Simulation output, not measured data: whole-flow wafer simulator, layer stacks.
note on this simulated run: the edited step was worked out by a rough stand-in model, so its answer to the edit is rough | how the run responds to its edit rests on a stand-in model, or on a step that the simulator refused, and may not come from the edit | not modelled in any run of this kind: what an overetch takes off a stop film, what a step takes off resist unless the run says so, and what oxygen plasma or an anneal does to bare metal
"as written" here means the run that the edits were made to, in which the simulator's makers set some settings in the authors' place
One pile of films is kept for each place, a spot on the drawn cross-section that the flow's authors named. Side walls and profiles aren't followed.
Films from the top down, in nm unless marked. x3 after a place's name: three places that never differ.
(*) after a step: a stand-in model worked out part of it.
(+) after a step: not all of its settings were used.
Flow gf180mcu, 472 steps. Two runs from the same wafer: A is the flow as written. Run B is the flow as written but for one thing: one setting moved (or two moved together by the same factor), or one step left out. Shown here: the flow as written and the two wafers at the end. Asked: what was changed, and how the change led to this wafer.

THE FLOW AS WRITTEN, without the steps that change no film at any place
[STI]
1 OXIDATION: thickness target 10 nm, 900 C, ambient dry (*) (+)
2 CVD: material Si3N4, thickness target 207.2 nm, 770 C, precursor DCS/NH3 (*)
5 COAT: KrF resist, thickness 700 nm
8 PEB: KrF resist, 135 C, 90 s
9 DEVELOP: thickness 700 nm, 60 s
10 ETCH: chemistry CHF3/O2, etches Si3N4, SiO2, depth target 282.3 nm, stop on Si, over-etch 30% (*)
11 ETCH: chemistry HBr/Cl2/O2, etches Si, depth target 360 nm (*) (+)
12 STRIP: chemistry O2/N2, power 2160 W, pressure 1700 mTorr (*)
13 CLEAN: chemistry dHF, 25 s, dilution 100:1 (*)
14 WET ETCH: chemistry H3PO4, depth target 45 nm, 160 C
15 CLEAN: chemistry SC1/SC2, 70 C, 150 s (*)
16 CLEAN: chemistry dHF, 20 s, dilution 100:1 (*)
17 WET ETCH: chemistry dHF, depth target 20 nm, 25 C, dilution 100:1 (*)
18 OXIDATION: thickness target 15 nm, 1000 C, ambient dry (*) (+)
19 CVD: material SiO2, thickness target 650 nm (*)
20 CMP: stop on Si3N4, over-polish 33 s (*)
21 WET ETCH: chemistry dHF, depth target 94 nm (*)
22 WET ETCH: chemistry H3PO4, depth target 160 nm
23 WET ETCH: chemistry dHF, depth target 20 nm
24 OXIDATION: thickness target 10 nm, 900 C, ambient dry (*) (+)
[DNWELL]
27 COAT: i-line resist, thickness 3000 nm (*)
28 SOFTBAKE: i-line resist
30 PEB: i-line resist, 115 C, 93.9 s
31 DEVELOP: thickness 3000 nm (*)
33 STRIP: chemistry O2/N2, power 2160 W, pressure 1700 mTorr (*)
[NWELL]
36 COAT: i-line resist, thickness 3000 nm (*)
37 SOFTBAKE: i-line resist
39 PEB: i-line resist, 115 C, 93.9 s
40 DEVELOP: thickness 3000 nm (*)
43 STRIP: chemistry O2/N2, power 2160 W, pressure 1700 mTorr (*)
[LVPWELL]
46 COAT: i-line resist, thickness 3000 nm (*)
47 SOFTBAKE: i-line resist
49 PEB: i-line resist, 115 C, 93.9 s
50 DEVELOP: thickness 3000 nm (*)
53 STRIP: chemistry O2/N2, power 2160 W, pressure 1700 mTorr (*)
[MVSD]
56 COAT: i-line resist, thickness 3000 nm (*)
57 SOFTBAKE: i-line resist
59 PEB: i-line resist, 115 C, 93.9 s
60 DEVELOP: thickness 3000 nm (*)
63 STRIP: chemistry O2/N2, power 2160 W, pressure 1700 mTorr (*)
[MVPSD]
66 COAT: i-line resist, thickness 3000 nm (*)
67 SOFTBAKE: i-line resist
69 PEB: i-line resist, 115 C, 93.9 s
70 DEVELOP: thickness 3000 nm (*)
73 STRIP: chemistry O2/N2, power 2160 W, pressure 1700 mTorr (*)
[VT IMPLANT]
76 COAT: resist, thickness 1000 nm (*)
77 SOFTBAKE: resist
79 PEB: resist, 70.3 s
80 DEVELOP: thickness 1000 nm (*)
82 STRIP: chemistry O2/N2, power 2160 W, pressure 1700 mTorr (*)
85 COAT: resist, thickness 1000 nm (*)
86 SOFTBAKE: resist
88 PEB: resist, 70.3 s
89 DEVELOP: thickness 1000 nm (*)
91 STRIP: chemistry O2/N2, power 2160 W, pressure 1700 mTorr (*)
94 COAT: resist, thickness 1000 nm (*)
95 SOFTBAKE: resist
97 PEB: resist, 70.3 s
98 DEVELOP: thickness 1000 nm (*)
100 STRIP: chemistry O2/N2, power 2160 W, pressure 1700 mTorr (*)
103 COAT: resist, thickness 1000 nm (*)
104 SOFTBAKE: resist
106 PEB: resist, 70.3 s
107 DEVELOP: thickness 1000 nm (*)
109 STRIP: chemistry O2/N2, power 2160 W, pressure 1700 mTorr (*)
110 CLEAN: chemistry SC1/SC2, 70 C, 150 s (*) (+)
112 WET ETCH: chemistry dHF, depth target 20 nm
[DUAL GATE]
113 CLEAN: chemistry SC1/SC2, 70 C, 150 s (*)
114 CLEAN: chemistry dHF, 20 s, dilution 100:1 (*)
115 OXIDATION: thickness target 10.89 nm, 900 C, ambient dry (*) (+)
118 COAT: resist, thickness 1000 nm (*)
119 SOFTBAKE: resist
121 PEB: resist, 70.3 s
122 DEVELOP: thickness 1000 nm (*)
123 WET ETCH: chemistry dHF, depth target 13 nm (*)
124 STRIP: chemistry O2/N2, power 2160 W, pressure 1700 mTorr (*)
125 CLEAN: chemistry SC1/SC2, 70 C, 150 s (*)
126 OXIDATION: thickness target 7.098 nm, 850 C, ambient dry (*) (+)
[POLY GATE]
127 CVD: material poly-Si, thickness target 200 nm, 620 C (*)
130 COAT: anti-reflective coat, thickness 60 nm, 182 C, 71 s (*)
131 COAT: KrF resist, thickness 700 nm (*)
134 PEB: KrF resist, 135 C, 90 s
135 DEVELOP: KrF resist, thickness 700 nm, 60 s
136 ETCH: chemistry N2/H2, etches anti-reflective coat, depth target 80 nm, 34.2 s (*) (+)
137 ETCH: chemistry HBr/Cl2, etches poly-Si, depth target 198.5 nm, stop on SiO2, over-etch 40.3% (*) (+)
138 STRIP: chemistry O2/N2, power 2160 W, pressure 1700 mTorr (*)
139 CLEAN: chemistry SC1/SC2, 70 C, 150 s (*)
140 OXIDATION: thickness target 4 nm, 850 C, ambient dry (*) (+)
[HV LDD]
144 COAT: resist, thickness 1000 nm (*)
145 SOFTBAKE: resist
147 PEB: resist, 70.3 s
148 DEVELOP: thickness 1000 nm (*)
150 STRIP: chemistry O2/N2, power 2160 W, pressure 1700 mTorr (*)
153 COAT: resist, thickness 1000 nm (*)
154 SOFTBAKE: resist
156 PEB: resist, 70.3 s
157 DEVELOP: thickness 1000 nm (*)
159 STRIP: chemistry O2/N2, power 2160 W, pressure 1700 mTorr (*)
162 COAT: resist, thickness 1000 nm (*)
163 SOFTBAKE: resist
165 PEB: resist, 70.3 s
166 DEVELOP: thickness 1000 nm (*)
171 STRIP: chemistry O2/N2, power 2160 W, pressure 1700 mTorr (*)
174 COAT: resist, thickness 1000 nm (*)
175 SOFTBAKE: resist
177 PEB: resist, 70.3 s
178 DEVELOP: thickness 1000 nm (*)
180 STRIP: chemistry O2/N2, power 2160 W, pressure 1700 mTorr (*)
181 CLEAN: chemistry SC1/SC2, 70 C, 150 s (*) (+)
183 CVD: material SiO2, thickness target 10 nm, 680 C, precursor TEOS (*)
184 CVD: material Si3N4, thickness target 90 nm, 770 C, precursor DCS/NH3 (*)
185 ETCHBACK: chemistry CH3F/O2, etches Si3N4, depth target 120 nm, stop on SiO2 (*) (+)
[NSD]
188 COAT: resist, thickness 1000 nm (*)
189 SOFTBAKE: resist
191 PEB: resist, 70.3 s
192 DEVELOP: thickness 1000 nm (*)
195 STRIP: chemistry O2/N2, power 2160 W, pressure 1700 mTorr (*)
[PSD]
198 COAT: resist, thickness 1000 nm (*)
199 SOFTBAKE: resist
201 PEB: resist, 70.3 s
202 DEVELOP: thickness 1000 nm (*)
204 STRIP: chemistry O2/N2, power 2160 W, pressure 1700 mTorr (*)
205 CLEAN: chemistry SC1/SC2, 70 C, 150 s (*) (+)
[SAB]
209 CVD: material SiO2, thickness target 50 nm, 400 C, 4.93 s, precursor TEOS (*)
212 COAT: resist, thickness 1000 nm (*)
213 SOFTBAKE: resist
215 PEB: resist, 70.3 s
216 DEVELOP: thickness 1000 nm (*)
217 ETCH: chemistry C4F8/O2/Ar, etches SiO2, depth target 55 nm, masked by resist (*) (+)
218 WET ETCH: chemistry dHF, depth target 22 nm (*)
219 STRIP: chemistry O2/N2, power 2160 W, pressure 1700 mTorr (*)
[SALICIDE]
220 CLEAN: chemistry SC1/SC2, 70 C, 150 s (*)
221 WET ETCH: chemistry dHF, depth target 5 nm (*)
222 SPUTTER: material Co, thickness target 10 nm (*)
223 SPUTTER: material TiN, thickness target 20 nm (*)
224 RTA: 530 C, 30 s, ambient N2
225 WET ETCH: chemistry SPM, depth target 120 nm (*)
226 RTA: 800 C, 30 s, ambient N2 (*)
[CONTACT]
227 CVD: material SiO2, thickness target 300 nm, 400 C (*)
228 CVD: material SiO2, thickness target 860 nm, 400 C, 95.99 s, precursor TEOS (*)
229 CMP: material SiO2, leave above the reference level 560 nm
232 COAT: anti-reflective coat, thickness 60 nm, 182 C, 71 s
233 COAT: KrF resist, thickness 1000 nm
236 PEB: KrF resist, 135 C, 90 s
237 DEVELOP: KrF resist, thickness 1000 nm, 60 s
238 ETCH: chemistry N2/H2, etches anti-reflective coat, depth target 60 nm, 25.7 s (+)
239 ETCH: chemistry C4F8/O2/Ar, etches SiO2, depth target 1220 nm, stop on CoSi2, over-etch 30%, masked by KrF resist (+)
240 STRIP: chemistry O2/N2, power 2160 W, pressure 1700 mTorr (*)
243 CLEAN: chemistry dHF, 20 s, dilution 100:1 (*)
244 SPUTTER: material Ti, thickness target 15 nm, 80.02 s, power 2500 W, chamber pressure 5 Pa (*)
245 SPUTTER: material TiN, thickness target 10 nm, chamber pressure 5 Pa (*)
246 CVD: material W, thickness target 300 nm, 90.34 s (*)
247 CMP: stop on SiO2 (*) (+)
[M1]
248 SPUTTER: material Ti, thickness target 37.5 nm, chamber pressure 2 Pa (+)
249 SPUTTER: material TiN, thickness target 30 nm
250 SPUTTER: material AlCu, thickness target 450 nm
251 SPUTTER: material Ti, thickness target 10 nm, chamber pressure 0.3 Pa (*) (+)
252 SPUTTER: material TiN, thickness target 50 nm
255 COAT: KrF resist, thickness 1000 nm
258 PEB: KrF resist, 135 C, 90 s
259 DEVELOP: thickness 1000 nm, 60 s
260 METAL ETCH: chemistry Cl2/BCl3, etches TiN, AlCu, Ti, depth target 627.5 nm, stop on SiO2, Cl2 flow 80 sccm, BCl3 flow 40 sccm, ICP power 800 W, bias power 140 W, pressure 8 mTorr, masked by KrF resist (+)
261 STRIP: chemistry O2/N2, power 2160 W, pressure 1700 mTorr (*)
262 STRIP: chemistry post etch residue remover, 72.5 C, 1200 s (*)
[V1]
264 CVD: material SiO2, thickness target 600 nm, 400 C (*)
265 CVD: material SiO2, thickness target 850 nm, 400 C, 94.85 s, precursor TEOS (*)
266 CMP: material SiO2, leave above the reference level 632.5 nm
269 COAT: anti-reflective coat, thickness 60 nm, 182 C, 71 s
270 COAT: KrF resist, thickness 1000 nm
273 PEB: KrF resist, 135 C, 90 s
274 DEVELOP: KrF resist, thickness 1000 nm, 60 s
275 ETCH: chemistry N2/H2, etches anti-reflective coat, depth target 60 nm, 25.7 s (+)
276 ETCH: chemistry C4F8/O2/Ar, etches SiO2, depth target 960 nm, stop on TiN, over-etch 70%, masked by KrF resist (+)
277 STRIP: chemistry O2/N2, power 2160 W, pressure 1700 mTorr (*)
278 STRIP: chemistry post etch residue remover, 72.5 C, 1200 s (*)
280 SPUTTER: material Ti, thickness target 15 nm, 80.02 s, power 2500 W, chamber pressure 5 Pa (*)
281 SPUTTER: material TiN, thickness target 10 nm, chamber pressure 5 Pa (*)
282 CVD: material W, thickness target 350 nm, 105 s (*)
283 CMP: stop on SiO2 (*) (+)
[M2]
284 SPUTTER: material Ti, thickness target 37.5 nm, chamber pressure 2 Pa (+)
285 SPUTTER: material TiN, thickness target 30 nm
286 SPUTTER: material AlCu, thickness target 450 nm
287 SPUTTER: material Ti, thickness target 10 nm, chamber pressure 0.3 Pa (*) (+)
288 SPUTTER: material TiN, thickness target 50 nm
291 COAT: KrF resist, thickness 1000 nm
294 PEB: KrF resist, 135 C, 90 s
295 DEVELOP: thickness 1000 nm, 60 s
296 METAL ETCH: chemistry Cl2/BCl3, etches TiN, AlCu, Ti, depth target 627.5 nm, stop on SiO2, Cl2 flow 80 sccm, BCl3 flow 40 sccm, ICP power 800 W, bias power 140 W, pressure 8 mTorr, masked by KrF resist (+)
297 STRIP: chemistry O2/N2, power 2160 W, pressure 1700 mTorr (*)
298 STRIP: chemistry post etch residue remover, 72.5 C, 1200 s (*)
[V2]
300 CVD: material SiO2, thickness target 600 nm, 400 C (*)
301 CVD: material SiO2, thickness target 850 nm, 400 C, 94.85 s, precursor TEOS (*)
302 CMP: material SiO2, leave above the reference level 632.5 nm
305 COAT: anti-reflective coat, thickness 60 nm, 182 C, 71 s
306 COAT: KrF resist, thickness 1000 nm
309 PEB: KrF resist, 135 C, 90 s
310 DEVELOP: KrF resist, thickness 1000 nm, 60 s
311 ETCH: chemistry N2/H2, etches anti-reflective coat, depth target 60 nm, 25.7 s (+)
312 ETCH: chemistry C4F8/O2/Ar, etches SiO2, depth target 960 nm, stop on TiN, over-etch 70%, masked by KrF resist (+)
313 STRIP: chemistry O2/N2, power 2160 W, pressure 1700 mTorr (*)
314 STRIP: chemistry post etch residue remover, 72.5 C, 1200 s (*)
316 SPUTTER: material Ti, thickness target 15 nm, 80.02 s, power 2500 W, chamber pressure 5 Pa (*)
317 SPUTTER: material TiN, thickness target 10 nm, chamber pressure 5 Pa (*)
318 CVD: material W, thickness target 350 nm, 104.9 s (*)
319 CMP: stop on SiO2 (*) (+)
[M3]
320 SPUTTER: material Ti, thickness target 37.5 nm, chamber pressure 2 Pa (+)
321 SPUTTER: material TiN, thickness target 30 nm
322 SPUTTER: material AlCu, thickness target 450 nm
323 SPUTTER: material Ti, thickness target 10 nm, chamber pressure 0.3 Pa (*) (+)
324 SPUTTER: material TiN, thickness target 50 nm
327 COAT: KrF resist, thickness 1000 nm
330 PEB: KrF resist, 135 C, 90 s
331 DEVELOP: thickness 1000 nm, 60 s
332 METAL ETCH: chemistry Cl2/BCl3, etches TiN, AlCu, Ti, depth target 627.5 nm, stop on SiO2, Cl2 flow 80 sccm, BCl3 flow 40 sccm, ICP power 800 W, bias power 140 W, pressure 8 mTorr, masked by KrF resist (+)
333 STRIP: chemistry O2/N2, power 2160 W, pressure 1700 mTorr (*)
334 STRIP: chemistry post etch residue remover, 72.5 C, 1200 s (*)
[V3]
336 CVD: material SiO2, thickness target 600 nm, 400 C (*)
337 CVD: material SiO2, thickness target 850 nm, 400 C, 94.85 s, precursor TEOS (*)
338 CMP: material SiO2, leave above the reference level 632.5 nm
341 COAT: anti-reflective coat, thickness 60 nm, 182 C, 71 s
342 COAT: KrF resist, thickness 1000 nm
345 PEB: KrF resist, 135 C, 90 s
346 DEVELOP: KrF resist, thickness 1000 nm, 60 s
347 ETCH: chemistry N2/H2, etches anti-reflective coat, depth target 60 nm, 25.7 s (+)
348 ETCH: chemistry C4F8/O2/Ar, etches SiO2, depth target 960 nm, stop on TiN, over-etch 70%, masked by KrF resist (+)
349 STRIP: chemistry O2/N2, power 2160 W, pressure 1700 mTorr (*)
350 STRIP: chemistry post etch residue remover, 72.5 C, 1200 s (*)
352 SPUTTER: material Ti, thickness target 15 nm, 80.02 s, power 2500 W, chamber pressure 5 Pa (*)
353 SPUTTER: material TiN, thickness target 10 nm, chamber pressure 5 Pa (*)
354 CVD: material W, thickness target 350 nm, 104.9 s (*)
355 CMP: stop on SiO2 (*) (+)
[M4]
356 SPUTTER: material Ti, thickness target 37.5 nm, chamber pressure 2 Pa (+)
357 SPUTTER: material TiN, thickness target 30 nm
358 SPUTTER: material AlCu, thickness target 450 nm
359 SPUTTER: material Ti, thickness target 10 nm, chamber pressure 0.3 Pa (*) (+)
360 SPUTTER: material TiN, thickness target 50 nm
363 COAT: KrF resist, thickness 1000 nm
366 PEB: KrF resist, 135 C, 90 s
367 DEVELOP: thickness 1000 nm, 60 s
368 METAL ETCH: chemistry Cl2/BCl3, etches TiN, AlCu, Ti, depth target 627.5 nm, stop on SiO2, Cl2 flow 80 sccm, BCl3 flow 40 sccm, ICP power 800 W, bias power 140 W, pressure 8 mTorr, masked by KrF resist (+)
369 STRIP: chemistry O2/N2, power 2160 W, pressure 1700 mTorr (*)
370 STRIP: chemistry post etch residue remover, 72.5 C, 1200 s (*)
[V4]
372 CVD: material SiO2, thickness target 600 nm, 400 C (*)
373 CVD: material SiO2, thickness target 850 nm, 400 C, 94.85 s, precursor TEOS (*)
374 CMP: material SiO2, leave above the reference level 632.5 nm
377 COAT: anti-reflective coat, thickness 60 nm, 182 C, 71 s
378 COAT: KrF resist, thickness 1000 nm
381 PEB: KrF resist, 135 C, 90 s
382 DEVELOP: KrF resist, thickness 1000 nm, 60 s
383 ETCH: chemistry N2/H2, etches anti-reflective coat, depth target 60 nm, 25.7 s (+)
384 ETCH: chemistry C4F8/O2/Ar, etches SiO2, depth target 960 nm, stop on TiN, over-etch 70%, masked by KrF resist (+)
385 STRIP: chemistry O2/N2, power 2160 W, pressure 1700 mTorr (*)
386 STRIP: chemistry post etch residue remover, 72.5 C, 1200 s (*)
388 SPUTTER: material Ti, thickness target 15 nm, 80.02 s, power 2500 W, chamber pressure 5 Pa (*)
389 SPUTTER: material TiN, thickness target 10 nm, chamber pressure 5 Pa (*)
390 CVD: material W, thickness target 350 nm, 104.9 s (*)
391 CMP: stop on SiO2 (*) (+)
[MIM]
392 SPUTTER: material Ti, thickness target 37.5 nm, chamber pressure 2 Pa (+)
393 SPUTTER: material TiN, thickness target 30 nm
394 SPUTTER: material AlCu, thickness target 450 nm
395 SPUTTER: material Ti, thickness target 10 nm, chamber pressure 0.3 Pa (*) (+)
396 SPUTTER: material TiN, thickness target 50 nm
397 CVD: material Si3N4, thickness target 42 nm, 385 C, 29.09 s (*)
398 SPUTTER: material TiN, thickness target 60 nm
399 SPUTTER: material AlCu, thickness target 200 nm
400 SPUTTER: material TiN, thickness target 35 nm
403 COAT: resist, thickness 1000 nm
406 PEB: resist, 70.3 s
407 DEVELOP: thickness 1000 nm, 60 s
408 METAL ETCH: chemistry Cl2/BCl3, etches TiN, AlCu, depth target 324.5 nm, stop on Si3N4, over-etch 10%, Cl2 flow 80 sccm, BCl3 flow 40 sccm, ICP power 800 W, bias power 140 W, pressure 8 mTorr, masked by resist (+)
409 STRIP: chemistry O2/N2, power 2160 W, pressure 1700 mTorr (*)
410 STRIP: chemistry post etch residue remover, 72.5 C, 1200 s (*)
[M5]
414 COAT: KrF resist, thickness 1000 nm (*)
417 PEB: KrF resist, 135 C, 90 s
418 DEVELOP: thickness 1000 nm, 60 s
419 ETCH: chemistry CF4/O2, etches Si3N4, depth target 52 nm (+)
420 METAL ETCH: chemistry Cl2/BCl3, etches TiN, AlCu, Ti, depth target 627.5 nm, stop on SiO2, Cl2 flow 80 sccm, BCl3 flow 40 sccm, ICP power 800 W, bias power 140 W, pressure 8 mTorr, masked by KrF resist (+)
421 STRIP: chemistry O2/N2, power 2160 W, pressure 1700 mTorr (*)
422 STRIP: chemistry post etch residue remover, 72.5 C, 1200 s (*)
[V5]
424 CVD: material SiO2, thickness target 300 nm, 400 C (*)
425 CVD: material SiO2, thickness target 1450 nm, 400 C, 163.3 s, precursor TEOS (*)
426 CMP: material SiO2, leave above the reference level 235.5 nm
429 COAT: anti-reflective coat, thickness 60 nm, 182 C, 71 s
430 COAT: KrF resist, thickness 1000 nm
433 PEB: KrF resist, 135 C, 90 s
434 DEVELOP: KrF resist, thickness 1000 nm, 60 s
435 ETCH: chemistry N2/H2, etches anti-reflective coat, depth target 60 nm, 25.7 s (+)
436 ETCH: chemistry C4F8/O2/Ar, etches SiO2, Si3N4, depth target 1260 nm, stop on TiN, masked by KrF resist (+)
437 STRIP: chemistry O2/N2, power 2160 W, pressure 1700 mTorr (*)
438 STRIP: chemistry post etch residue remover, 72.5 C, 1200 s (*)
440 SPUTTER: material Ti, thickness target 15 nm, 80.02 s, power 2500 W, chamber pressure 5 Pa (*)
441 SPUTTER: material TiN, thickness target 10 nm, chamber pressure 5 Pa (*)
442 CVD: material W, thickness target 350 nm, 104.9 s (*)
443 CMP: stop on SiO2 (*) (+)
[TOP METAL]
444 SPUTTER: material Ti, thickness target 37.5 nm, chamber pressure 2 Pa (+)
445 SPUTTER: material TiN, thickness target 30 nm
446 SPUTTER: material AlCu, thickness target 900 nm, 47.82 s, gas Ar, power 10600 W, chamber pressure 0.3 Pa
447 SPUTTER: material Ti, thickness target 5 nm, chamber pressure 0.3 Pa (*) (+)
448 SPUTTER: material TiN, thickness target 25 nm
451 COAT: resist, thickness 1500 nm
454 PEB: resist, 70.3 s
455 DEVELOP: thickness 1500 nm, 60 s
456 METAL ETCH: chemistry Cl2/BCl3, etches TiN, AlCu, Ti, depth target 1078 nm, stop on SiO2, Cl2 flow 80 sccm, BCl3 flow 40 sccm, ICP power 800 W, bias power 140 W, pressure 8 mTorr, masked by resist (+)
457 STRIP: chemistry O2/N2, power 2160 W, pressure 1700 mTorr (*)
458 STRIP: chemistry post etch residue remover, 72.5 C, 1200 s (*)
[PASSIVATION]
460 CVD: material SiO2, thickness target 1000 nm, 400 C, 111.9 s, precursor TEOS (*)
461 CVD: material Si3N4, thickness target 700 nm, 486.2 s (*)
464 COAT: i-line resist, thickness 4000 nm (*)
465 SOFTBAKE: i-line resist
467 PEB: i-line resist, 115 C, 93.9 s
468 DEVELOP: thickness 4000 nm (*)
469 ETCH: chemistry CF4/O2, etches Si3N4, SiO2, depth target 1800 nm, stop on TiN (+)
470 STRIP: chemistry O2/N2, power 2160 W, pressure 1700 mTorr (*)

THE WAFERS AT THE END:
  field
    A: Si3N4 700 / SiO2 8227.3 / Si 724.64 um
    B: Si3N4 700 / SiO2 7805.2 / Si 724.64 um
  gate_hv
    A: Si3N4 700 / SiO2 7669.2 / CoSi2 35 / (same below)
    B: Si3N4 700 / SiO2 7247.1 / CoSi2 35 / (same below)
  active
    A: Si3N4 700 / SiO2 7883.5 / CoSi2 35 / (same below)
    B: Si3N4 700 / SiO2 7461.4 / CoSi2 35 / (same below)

The cause: step 460, CVD: thickness target 570 nm was run, where the flow has thickness target 1000 nm; step 460, CVD: 63.81 s was run, where the flow has 111.9 s.

How the change led to this, step by step:
  460 CVD: material SiO2, thickness target 1000 nm, 400 C, 111.9 s, precursor TEOS (*)
      field, field__w1, field__w2 and 103 more: A SiO2 +1000 | B SiO2 +577.9
      field__w8, contact, m1, m1__w1, pad, m1_nw: A SiO2 +1000 (new film) | B SiO2 +577.9 (new film)
  465 SOFTBAKE: i-line resist
      gate: A i-line resist +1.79 | B i-line resist -0.36
      ld_acc_p, ld_fp_p, ld_drift_p: A i-line resist +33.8 | B i-line resist +26.9
      (and at 57 more places)
  469 ETCH: chemistry CF4/O2, etches Si3N4, SiO2, depth target 1800 nm, stop on TiN (+)
      pad: A Si3N4 -700 (all of it), SiO2 -1000 (all of it) | B Si3N4 -700 (all of it), SiO2 -577.9 (all of it)
